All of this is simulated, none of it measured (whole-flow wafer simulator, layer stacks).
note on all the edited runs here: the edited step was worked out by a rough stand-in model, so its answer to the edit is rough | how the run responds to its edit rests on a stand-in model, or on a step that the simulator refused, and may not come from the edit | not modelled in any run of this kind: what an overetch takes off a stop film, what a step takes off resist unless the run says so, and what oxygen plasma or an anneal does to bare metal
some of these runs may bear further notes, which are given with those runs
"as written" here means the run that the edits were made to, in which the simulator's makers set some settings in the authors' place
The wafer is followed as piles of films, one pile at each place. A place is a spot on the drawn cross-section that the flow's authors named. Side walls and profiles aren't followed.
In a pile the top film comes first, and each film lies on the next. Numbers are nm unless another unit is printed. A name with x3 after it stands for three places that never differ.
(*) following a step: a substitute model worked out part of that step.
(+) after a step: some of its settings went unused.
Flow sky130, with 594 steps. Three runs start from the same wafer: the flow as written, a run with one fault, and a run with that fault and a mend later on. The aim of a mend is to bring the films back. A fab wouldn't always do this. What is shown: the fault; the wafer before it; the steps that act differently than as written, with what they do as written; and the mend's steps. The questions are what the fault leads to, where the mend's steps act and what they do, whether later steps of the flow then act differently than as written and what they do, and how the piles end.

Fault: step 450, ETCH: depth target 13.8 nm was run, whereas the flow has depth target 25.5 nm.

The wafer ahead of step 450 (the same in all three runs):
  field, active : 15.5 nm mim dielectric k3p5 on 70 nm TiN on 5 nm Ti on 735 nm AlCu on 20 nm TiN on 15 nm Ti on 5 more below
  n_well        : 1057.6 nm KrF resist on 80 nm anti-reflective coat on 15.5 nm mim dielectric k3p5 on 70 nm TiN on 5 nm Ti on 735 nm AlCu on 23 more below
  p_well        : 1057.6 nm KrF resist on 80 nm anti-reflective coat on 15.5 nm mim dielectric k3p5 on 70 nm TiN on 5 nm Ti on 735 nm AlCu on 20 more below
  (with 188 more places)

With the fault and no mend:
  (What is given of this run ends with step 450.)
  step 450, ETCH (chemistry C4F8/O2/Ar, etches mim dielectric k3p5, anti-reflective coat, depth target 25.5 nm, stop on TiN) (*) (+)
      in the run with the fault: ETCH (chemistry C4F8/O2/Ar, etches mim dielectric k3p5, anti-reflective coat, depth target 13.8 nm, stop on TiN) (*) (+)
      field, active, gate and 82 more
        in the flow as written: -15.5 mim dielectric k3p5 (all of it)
        in the run with the fault: -13.8 mim dielectric k3p5
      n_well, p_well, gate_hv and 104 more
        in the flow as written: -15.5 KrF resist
        in the run with the fault: -9.2 KrF resist
  The piles after step 450 differ from the flow's at field, active, gate and 82 more by more than 2% or 0.5 nm, whichever is larger.
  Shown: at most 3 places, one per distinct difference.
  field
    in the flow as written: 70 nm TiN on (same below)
    in the run with the fault: 1.7 nm mim dielectric k3p5 on 70 nm TiN on (same below)

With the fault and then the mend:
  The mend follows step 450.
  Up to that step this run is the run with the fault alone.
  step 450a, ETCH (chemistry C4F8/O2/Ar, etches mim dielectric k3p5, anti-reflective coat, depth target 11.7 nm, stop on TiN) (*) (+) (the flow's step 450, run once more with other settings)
      n_well, p_well, gate_hv and 104 more
        -1.7 KrF resist
      field, active, gate and 82 more
        -1.7 mim dielectric k3p5 (all of it)
  Later steps of the flow that are run all act as written at every place that is followed, up to a difference of at most 2% or 0.5 nm, whichever is larger.
  At every place that both follow, the piles at the end match the flow's.
